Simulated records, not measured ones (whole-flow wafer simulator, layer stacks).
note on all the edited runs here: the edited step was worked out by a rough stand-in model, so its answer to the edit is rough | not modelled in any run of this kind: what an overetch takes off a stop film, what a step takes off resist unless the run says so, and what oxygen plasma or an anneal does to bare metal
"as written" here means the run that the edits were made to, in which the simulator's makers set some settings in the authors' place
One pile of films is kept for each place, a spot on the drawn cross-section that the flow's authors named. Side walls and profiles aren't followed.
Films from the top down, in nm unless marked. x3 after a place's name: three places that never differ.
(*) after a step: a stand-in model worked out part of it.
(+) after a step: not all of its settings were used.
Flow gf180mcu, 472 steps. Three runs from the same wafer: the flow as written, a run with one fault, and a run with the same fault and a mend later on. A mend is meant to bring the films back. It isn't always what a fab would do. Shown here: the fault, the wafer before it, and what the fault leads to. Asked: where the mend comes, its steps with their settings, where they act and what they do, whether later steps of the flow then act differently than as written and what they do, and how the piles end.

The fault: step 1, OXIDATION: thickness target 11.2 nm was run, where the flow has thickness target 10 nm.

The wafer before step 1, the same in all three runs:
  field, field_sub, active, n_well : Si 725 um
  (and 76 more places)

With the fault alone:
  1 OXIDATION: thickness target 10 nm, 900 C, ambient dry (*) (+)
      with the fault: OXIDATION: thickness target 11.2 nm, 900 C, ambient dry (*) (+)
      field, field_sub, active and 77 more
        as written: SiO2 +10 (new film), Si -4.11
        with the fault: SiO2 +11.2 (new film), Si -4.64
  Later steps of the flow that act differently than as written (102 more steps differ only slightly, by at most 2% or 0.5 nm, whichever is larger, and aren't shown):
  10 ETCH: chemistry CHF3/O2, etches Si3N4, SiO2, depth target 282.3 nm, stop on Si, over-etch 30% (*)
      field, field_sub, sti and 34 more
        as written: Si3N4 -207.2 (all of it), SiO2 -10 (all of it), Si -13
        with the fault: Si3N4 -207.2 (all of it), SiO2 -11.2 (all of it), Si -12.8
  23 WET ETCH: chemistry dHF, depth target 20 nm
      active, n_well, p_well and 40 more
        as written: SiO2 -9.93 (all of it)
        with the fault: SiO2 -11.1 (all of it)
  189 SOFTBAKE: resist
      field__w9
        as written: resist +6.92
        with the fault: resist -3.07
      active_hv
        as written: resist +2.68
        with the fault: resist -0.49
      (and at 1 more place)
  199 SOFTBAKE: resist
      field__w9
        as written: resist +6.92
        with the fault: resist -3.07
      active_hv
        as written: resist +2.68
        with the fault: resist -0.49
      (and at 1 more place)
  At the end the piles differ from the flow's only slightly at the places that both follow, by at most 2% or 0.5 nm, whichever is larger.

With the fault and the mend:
  The mend comes after step 1.
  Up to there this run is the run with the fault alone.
  1a WET ETCH: chemistry dHF, depth target 1.2 nm, 25 C, dilution 100:1
      field, field_sub, active and 77 more
        SiO2 -1.2
  No later step of the flow acts differently than as written at any place that is followed.
  At the end the piles differ from the flow's only slightly at the places that both follow, by at most 2% or 0.5 nm, whichever is larger.
